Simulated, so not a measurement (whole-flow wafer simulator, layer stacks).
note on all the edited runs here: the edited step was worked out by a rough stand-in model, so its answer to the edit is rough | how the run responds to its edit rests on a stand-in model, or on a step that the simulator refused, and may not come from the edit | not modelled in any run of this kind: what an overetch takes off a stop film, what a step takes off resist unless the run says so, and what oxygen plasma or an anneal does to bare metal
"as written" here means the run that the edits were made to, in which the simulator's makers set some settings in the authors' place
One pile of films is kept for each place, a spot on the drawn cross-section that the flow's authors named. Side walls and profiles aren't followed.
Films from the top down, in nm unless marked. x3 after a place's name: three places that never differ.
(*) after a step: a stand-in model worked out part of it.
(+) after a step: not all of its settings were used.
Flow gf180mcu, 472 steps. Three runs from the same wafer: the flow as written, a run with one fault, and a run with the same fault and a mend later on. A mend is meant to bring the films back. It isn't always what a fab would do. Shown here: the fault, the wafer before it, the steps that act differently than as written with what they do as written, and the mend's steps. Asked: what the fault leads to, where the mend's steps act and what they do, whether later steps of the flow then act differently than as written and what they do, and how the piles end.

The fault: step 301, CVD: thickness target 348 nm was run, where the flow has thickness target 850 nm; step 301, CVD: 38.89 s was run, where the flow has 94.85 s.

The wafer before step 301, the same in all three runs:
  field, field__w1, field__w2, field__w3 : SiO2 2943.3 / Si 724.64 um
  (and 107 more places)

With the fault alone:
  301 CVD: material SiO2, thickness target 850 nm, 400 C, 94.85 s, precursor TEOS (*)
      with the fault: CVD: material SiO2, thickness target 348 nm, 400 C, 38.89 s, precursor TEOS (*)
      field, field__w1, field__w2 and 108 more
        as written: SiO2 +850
        with the fault: SiO2 +359
  Later steps of the flow that act differently than as written (1 more step differs only slightly, by at most 2% or 0.5 nm, whichever is larger, and isn't shown):
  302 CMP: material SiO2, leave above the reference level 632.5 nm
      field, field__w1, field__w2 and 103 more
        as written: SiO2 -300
        with the fault: nothing
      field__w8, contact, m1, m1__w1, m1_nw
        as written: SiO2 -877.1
        with the fault: SiO2 -386.1
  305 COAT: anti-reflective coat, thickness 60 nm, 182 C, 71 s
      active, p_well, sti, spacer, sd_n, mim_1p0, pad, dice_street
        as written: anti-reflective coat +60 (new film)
        with the fault: anti-reflective coat +61.3 (new film)
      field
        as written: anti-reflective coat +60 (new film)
        with the fault: anti-reflective coat +148.3 (new film)
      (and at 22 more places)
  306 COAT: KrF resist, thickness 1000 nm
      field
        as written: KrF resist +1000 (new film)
        with the fault: KrF resist +961.9 (new film)
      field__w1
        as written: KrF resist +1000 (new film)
        with the fault: KrF resist +971.6 (new film)
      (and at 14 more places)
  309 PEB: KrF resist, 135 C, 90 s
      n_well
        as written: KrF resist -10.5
        with the fault: KrF resist -9.54
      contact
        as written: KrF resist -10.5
        with the fault: KrF resist -8.91
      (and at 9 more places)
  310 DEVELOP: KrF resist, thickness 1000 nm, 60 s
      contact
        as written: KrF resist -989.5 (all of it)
        with the fault: KrF resist -887.2 (all of it)
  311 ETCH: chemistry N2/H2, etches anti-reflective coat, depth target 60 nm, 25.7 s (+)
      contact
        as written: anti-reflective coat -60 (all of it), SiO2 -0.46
        with the fault: anti-reflective coat -18.7 (all of it), SiO2 -1.52
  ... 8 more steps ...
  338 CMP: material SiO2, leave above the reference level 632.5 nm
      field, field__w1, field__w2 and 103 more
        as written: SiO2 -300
        with the fault: SiO2 -287.7
  At the end the piles differ from the flow's by more than 2% or 0.5 nm, whichever is larger, at field, field__w1, field__w2 and 109 more.
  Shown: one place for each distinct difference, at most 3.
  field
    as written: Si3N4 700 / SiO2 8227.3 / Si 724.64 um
    with the fault: Si3N4 700 / SiO2 4750.1 / W 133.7 / TiN 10 / Ti 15 / SiO2 3302.3 / Si 724.64 um
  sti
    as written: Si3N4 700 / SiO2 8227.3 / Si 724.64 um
    with the fault: Si3N4 700 / SiO2 4750.1 / W 133.7 / TiN 10 / Ti 15 / SiO2 3302.2 / Si 724.64 um
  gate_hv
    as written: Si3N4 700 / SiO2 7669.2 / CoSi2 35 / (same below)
    with the fault: Si3N4 700 / SiO2 4750.1 / W 133.7 / TiN 10 / Ti 15 / SiO2 2744.1 / CoSi2 35 / (same below)

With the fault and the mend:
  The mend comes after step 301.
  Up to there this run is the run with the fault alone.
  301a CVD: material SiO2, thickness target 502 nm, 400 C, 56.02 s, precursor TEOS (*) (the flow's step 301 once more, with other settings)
      field, field__w1, field__w2 and 108 more
        SiO2 +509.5
  Later steps of the flow that act differently than as written:
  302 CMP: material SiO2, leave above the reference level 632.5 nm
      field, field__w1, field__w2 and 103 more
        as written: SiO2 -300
        with the mend: SiO2 -318.5
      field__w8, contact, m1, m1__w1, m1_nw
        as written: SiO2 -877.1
        with the mend: SiO2 -895.6
  At the end the piles are the same as the flow's at every place that both follow.
